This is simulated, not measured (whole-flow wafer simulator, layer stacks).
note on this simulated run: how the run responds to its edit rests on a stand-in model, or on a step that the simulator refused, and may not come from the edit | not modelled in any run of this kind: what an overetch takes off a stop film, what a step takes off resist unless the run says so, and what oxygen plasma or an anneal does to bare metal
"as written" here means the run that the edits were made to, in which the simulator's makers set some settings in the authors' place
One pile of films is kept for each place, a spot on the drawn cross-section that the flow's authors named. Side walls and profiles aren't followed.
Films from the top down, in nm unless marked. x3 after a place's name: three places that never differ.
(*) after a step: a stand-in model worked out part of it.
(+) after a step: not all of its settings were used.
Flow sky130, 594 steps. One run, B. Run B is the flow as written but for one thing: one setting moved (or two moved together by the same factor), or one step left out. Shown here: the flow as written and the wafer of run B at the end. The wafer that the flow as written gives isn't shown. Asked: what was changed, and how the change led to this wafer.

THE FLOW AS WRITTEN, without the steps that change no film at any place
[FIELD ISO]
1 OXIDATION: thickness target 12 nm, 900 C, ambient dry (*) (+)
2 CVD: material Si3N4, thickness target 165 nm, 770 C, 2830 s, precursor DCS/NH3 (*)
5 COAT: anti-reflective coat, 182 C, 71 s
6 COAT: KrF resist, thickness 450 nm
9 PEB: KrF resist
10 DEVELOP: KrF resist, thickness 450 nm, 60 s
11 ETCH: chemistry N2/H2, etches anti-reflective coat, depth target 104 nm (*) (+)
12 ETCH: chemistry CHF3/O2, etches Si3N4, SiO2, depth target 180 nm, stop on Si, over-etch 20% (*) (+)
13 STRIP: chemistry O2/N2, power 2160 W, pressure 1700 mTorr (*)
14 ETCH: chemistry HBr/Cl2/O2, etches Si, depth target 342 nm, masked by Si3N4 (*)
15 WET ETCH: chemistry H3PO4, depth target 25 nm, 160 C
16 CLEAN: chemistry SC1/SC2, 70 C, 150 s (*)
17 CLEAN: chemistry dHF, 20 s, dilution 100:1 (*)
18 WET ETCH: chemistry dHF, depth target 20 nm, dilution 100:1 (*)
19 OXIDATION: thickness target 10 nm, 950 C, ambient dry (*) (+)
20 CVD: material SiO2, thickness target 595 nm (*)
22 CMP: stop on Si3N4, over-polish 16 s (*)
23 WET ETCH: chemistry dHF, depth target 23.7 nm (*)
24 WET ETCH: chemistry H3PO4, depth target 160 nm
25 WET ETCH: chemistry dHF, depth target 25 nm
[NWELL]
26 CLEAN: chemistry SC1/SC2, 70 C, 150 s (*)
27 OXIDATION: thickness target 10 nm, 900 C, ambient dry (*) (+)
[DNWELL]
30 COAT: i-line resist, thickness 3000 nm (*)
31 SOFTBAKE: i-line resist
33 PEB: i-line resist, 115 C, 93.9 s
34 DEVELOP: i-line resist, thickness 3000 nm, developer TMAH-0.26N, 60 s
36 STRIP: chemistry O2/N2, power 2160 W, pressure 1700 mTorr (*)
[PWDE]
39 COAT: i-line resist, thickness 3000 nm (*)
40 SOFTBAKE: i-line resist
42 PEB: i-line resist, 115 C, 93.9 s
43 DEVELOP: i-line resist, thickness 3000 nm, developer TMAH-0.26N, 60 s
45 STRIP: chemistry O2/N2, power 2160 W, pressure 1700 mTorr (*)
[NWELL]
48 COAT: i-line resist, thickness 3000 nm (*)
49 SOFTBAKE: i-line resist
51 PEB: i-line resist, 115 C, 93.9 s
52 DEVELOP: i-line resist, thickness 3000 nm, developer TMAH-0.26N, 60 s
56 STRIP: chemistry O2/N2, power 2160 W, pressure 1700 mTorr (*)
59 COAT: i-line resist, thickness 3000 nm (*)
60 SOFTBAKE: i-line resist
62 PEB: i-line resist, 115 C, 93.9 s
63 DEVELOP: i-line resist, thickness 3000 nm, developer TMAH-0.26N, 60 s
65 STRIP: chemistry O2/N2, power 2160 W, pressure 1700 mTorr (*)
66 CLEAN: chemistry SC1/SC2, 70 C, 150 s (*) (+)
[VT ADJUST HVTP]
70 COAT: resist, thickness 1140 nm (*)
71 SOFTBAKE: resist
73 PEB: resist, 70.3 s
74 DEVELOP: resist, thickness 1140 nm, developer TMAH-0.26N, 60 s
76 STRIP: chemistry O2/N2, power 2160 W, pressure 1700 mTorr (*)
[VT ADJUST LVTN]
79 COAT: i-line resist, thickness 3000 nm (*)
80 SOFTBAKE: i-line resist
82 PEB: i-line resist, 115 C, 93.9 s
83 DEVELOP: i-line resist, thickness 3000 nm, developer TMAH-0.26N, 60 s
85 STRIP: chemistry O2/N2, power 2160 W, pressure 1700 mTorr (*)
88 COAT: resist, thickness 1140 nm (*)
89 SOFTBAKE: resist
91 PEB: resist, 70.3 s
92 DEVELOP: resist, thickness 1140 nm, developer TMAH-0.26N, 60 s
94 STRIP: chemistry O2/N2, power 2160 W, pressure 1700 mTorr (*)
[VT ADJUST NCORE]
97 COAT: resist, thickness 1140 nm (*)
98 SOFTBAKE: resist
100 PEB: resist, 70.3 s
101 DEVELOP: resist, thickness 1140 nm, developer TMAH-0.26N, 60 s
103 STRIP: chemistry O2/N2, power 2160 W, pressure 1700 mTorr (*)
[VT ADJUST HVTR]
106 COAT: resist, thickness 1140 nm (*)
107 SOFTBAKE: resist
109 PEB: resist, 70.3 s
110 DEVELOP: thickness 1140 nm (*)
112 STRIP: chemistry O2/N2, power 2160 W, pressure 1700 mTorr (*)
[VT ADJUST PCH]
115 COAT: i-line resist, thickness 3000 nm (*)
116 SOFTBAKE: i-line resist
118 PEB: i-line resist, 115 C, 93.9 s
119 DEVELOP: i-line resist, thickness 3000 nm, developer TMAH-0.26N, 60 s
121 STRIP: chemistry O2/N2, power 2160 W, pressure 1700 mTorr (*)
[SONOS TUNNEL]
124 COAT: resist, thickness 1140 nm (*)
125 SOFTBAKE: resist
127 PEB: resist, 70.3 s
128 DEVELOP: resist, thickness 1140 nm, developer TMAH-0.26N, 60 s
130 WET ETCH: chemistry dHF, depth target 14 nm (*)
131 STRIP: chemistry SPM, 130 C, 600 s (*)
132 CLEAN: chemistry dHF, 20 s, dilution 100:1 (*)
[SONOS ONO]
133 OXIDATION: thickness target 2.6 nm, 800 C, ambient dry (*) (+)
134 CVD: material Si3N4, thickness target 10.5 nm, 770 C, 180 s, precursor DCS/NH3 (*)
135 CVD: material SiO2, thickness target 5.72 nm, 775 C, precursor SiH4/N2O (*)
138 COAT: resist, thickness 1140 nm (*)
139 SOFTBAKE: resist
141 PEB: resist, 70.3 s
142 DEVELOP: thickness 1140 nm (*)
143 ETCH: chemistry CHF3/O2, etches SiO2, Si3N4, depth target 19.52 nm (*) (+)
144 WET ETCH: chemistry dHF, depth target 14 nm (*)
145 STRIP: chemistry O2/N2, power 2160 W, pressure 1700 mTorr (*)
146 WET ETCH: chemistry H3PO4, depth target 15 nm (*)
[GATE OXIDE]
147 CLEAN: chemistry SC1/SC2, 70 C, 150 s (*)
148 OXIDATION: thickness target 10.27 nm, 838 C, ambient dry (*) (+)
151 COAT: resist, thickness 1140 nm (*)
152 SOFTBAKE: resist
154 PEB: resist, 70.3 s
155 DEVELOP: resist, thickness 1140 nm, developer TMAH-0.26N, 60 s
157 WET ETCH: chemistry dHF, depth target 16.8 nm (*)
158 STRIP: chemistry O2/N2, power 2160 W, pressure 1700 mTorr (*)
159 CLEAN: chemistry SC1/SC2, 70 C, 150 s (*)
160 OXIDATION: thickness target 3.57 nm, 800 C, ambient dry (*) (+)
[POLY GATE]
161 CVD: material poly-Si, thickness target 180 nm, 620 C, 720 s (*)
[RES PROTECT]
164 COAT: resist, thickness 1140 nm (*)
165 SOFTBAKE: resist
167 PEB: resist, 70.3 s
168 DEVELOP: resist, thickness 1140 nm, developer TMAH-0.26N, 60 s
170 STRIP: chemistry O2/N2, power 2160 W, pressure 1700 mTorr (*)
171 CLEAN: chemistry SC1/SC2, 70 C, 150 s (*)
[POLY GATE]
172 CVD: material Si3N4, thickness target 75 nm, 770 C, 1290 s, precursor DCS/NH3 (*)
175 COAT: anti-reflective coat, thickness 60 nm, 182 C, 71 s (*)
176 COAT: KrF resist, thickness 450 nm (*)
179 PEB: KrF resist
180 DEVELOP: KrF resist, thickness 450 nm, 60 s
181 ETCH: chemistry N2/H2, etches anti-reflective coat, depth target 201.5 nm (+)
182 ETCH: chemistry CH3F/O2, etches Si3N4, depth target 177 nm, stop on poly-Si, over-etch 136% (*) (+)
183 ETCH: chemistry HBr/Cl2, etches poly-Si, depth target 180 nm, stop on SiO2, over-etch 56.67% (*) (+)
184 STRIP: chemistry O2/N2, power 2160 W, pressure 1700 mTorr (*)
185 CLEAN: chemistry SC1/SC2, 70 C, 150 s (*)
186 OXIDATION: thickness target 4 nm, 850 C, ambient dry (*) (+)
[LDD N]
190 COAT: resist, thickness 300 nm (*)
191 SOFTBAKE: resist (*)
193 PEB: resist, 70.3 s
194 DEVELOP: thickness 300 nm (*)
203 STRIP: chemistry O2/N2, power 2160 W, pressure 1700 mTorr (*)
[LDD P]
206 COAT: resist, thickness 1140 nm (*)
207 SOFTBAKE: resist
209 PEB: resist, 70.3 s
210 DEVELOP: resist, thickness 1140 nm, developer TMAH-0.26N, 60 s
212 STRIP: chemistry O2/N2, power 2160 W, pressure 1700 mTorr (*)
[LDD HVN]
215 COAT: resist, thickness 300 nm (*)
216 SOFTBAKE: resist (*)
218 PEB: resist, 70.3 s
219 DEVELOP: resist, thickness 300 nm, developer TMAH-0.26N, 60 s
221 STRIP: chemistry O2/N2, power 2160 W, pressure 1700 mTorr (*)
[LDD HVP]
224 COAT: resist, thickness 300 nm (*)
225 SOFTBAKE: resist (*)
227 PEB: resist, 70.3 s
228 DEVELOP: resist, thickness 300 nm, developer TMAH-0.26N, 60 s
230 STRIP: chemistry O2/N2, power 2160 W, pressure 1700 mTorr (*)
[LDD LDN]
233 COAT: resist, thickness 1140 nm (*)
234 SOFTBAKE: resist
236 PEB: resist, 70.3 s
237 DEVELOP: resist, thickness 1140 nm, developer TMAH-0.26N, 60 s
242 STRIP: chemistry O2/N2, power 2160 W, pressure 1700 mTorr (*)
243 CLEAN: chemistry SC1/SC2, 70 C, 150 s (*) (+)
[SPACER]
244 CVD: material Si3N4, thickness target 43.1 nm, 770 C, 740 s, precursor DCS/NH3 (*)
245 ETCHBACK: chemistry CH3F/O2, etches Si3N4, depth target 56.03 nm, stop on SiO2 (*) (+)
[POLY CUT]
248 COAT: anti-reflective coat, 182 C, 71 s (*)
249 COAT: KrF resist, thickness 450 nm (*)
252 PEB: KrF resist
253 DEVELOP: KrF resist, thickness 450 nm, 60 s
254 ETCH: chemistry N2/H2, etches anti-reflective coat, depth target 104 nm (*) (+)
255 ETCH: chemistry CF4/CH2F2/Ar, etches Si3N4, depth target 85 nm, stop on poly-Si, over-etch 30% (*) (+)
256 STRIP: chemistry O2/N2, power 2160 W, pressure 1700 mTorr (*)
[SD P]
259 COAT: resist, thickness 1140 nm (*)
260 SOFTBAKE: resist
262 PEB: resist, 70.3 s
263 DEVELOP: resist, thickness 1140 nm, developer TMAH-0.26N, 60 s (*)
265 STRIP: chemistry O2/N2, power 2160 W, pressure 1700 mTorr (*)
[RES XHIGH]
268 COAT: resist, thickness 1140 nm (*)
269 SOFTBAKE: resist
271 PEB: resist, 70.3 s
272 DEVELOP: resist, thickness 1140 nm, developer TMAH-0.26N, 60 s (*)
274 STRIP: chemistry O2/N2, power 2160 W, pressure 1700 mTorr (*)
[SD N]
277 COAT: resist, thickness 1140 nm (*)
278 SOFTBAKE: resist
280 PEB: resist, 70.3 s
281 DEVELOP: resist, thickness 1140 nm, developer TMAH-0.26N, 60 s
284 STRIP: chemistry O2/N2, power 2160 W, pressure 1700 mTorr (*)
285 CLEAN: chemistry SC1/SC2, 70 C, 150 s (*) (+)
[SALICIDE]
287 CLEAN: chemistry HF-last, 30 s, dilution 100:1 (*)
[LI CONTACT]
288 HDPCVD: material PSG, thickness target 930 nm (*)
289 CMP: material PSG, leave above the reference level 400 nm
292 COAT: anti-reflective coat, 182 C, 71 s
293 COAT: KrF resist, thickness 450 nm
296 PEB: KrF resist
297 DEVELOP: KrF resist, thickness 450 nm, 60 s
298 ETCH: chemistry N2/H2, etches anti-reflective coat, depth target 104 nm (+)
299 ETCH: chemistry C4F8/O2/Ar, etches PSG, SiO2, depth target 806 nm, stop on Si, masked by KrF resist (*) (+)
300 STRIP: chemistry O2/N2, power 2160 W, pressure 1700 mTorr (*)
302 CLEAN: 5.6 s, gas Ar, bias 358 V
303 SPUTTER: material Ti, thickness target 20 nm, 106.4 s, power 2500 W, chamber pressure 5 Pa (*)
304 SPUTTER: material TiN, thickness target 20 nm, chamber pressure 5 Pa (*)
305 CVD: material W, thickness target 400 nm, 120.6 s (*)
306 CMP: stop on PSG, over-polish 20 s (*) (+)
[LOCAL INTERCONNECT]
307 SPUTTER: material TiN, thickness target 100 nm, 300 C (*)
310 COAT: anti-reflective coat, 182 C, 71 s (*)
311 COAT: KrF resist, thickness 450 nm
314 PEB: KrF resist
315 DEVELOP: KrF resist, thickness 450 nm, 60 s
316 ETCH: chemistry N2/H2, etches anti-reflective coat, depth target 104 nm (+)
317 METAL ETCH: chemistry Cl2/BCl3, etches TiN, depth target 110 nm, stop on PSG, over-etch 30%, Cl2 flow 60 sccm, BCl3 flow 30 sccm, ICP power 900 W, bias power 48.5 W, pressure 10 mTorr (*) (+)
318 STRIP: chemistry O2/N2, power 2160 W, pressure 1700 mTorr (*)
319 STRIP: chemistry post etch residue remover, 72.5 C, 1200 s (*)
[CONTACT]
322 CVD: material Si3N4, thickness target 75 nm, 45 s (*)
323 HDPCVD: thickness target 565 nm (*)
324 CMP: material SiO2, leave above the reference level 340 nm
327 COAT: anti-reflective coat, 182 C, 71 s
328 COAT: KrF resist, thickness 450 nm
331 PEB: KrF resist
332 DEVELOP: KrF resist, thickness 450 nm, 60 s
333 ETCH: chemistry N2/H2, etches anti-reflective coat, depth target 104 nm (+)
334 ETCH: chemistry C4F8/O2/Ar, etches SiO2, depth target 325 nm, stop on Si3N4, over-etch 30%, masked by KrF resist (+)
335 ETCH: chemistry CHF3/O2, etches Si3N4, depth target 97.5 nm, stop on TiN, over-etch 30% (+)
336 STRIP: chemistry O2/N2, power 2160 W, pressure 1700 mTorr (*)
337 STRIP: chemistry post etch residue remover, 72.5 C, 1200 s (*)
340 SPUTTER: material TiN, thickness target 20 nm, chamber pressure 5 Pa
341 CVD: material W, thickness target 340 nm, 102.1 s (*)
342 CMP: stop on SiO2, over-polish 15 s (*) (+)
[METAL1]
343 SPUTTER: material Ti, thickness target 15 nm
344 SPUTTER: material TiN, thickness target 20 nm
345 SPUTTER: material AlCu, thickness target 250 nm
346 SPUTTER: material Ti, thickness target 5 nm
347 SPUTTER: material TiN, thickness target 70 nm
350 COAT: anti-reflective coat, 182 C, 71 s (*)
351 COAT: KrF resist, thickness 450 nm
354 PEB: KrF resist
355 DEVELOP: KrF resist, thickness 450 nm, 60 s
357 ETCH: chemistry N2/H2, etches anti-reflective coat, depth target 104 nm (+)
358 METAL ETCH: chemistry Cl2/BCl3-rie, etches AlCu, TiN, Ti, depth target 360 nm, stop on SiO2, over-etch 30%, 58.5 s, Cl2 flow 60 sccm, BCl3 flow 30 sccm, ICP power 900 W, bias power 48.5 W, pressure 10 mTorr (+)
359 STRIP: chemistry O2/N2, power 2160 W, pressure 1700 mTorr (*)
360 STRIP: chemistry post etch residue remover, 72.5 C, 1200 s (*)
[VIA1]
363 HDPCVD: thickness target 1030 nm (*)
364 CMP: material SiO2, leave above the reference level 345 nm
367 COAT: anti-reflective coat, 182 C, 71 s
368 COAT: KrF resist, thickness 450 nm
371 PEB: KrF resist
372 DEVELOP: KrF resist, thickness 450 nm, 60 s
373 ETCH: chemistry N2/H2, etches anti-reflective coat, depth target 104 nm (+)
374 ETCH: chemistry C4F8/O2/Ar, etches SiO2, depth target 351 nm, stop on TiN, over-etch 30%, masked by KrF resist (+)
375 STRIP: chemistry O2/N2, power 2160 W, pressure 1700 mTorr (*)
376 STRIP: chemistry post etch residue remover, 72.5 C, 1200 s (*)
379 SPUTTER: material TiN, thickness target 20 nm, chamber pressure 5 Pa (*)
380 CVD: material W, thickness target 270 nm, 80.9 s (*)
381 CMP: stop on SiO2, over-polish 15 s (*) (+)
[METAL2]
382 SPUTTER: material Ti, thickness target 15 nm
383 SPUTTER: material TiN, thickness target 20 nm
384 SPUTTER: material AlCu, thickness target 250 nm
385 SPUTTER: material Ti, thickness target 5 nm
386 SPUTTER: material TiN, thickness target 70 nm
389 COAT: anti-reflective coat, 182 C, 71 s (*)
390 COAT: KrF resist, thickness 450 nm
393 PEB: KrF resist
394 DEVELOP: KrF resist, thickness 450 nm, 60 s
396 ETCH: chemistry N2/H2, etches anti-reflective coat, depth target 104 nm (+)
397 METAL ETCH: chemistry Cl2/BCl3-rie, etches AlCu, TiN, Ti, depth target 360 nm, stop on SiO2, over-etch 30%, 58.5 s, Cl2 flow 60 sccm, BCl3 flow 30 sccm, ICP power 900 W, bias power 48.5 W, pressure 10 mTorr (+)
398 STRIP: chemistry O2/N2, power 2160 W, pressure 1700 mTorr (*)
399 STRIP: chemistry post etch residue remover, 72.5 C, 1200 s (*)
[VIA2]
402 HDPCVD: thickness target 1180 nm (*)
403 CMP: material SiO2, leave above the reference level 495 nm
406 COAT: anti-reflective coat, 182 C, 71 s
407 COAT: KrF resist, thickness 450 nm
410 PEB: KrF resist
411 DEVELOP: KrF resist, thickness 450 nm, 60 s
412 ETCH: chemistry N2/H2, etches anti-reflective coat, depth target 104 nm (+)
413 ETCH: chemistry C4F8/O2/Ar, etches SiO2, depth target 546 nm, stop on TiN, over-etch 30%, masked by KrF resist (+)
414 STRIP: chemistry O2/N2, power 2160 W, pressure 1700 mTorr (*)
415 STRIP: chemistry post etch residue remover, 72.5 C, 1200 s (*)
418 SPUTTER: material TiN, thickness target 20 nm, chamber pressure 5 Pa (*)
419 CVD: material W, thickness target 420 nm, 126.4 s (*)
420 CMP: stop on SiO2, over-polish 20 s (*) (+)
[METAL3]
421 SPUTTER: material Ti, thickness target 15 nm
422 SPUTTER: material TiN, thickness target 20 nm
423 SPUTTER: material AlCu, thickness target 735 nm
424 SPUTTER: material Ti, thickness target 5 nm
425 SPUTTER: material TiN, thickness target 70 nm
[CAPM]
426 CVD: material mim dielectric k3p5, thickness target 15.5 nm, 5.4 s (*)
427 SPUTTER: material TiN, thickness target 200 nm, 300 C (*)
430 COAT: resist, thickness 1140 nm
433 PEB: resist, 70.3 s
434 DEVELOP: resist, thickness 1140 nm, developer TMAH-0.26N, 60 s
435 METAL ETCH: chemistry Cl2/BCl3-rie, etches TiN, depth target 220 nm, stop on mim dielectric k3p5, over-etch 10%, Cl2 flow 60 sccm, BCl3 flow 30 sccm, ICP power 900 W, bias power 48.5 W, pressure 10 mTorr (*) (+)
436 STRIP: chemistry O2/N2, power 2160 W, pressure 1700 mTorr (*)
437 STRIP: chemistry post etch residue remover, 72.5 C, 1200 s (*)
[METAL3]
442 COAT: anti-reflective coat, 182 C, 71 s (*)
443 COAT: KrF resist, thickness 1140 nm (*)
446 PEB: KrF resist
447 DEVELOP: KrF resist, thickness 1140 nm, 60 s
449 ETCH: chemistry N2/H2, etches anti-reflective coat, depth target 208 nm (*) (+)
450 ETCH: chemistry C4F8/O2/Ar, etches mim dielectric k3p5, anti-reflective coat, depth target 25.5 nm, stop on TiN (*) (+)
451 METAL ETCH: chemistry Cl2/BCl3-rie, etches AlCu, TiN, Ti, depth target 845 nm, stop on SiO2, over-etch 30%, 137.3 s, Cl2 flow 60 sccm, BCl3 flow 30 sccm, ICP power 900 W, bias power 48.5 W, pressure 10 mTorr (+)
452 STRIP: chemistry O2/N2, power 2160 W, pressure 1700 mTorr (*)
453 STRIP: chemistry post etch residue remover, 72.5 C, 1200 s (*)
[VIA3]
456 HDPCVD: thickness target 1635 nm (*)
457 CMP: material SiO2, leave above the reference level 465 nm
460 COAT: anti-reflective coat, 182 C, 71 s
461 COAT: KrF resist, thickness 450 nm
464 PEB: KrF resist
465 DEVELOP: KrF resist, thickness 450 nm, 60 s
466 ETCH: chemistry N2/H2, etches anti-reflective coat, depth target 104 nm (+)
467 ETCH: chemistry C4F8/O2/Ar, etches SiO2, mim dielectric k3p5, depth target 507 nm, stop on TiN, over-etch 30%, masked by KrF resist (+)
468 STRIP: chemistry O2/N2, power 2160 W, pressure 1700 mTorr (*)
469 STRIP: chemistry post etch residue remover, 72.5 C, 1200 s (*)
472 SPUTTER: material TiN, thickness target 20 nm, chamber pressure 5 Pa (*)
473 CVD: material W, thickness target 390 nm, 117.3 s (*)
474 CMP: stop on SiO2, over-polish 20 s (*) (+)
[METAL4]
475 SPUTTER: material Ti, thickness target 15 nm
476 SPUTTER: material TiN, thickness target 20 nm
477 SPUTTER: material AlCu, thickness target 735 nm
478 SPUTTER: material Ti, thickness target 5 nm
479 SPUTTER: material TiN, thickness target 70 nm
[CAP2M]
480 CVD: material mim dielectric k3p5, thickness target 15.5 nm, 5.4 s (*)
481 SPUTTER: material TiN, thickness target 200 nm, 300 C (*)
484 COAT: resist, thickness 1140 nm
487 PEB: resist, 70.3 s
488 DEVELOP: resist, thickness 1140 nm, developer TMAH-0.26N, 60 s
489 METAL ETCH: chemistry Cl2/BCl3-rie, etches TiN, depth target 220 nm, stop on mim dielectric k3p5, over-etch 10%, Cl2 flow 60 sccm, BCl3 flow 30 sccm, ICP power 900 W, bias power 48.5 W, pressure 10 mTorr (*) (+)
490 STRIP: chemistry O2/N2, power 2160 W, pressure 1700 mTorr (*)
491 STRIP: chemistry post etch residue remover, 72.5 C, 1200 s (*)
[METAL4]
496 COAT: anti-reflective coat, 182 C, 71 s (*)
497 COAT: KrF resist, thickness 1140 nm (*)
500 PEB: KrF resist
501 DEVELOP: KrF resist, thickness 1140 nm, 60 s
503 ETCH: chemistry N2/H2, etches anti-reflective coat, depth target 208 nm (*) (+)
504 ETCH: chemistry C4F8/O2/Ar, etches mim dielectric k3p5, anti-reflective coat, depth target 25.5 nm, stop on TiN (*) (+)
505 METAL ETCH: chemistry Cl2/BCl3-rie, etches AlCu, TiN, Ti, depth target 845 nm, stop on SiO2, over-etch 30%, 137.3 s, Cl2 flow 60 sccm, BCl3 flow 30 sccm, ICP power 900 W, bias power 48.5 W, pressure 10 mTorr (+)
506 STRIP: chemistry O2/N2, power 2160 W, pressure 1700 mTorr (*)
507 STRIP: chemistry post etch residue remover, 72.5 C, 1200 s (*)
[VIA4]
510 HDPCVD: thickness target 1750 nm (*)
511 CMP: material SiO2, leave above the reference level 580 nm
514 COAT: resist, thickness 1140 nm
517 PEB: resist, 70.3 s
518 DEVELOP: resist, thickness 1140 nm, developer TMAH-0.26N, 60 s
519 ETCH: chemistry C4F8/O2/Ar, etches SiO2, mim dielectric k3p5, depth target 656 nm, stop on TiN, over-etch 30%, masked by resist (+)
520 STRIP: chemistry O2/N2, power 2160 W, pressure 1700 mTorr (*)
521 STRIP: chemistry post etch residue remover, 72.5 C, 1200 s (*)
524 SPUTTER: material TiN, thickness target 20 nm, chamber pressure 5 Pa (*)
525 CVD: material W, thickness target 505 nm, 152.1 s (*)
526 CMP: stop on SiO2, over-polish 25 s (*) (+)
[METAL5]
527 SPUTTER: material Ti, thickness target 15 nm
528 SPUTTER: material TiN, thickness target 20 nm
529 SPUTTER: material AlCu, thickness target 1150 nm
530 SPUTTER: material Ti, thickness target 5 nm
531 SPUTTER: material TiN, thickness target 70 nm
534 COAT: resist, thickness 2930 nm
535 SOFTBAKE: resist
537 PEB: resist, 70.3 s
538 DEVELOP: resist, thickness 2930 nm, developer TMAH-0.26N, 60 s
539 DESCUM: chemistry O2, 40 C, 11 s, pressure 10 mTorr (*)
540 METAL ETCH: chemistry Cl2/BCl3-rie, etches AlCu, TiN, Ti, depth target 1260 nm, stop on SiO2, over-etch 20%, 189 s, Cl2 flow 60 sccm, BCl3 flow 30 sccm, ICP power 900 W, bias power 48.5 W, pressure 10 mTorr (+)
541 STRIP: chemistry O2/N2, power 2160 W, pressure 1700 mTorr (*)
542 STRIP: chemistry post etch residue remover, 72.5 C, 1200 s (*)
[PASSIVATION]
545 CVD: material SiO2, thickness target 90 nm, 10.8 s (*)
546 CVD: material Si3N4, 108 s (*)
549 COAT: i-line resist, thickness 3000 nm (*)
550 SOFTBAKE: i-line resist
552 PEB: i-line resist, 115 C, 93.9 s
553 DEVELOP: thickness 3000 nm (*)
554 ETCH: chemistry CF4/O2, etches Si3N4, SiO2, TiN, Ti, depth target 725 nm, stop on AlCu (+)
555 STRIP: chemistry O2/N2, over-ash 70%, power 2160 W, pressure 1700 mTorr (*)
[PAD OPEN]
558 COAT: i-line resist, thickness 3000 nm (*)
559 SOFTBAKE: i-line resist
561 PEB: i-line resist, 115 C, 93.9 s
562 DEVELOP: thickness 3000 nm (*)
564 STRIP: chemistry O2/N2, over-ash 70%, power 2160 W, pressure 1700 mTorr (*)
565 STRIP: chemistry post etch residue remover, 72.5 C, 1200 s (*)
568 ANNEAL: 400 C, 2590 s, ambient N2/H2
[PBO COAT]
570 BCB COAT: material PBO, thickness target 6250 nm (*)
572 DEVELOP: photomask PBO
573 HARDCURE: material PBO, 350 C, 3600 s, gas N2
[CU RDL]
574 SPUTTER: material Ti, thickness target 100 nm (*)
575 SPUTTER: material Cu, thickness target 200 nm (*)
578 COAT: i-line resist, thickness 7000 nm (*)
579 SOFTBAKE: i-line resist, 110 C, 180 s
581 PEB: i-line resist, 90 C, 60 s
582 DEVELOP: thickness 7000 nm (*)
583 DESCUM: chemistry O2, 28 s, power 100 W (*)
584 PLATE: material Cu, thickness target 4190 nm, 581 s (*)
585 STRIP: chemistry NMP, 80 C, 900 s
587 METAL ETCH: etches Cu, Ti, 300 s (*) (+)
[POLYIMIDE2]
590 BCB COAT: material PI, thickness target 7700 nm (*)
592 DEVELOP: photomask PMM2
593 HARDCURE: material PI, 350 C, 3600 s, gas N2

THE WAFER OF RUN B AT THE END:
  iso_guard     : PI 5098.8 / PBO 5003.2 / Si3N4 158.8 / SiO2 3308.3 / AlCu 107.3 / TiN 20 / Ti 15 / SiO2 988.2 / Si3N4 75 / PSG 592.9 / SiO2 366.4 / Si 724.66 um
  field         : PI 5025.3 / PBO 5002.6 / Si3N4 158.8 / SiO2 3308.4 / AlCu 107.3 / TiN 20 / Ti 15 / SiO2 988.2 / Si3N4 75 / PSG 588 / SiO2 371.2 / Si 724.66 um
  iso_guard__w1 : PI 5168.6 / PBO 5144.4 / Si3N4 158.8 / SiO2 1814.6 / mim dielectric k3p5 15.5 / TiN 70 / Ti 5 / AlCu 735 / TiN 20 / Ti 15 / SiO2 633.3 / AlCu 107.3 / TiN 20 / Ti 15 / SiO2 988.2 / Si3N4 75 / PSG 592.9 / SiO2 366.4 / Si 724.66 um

The cause: step 397, METAL ETCH: depth target 162 nm was run, where the flow has depth target 360 nm; step 397, METAL ETCH: 26.3 s was run, where the flow has 58.5 s.

How the change led to this, step by step:
  397 METAL ETCH: chemistry Cl2/BCl3-rie, etches AlCu, TiN, Ti, depth target 360 nm, stop on SiO2, over-etch 30%, 58.5 s, Cl2 flow 60 sccm, BCl3 flow 30 sccm, ICP power 900 W, bias power 48.5 W, pressure 10 mTorr (+)
      field, active, gate and 82 more: TiN -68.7 (all of it), Ti -5 (all of it), AlCu -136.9 (as written it would be: TiN -68.7 (all of it), Ti -5 (all of it), AlCu -250 (all of it), TiN -20 (all of it), Ti -15 (all of it), SiO2 -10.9)
      n_well, p_well, gate_hv and 103 more: KrF resist -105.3 (as written it would be: KrF resist -234)
  398 STRIP: chemistry O2/N2, power 2160 W, pressure 1700 mTorr (*)
      n_well, p_well, gate_hv and 101 more: KrF resist -272.5 (all of it), anti-reflective coat -80 (all of it) (as written it would be: KrF resist -143.8 (all of it), anti-reflective coat -80 (all of it))
      m1, via1_hole: KrF resist -272.6 (all of it), anti-reflective coat -80.4 (all of it) (as written it would be: KrF resist -143.9 (all of it), anti-reflective coat -80.4 (all of it))
  399 STRIP: chemistry post etch residue remover, 72.5 C, 1200 s (*)
      field, active, gate and 82 more: AlCu -5.72 (as written it would be: nothing)
  402 HDPCVD: thickness target 1180 nm (*)
      field, active, gate and 82 more: SiO2 +1180 (new film) (as written it would be: SiO2 +1180)
  403 CMP: material SiO2, leave above the reference level 495 nm
      field, active, gate and 82 more: SiO2 -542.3 (as written it would be: SiO2 -389.1)
Counting metal films that touch as one body, iso_guard has 1 body; the flow as written gives 0 bodies.
Counting metal films that touch as one body, field has 1 body; the flow as written gives 0 bodies.
Counting metal films that touch as one body, iso_guard__w1 has 2 bodies (between them, from the top down: SiO2 633.3); the flow as written gives 1 body.
